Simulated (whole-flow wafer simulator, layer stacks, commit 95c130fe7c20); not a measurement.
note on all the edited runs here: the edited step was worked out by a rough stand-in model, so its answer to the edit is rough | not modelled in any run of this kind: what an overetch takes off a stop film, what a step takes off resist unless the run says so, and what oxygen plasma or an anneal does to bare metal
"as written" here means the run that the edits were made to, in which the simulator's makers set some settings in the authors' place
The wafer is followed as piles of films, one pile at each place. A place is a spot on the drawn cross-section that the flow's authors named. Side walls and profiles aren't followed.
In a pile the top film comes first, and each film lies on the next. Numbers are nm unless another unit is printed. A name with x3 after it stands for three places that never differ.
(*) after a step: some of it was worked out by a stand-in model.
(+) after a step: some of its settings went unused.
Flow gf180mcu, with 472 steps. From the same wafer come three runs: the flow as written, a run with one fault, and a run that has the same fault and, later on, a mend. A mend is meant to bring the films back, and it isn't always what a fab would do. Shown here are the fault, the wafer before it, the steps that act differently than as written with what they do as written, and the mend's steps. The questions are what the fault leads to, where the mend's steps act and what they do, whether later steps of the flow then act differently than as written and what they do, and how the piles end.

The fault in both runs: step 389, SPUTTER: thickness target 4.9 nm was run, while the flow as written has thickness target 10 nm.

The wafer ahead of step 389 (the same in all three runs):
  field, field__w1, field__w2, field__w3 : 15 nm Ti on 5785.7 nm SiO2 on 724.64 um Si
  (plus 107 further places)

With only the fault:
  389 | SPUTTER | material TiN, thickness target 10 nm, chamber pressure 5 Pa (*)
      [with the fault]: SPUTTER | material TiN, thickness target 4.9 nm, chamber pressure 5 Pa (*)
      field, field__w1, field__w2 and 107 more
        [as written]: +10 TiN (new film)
        [with the fault]: +4.9 TiN (new film)
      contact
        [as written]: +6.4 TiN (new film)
        [with the fault]: +3.14 TiN (new film)
  Steps further on in the flow that do not act as written (1 more step, not shown, differs only slightly: by at most 2% or 0.5 nm, whichever is larger):
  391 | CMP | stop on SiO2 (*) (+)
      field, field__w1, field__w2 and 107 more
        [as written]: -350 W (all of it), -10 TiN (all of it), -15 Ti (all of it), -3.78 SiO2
        [with the fault]: -350 W (all of it), -4.9 TiN (all of it), -15 Ti (all of it), -3.73 SiO2
  By the end, the piles at contact depart from the flow's by more than 2% or 0.5 nm, whichever is larger.
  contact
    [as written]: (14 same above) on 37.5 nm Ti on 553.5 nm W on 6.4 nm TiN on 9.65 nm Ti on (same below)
    [with the fault]: (14 same above) on 37.5 nm Ti on 556.8 nm W on 3.14 nm TiN on 9.65 nm Ti on (same below)

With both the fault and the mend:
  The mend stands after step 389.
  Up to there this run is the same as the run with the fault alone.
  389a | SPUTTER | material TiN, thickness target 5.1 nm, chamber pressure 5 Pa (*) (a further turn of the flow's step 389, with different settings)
      field, field__w1, field__w2 and 107 more
        +5.1 TiN
      contact
        +3.26 TiN
  None of the later steps of the flow acts differently than as written at any place that is followed.
  By the end, the piles equal the flow's at every place that both follow.
